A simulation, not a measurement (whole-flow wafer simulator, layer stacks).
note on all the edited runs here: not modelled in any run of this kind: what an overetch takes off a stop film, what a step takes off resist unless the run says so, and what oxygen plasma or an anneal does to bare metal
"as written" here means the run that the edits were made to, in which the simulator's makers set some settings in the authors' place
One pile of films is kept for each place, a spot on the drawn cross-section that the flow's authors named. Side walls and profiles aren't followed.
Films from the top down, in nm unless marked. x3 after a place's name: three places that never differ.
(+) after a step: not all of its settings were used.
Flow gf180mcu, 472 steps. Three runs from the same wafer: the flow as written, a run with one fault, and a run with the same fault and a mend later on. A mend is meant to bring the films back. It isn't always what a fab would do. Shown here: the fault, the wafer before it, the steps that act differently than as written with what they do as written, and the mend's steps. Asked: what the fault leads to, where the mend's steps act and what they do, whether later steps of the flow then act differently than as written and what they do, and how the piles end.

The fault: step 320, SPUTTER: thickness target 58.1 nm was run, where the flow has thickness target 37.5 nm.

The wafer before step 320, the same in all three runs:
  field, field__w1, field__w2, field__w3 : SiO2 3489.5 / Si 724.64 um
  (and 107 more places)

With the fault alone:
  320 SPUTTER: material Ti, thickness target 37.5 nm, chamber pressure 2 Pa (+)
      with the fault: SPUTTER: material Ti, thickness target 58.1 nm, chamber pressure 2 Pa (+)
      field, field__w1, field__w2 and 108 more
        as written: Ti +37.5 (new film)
        with the fault: Ti +58.1 (new film)
  Later steps of the flow that act differently than as written:
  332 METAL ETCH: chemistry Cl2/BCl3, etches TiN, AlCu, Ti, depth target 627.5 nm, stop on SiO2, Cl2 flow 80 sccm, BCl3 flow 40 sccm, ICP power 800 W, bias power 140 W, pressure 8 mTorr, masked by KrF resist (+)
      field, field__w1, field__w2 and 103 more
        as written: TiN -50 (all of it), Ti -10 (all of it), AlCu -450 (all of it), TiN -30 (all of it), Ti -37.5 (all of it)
        with the fault: TiN -50 (all of it), Ti -10 (all of it), AlCu -450 (all of it), TiN -30 (all of it), Ti -58.1 (all of it)
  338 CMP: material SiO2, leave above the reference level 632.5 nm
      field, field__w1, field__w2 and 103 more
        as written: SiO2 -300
        with the fault: SiO2 -279.4
  At the end the piles differ from the flow's by more than 2% or 0.5 nm, whichever is larger, at field__w8, contact, m1, m1__w1, m1_nw.
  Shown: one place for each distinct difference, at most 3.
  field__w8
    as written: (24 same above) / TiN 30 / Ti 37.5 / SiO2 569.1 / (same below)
    with the fault: (24 same above) / TiN 30 / Ti 58.1 / SiO2 569.1 / (same below)
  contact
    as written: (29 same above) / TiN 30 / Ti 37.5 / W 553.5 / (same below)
    with the fault: (29 same above) / TiN 30 / Ti 58.1 / W 553.5 / (same below)

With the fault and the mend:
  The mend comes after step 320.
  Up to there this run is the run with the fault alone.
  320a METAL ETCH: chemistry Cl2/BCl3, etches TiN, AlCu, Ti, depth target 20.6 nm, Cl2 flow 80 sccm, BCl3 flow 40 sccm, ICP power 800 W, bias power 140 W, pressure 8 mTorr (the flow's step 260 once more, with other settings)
      field, field__w1, field__w2 and 108 more
        Ti -20.6
  No later step of the flow acts differently than as written at any place that is followed.
  At the end the piles are the same as the flow's at every place that both follow.
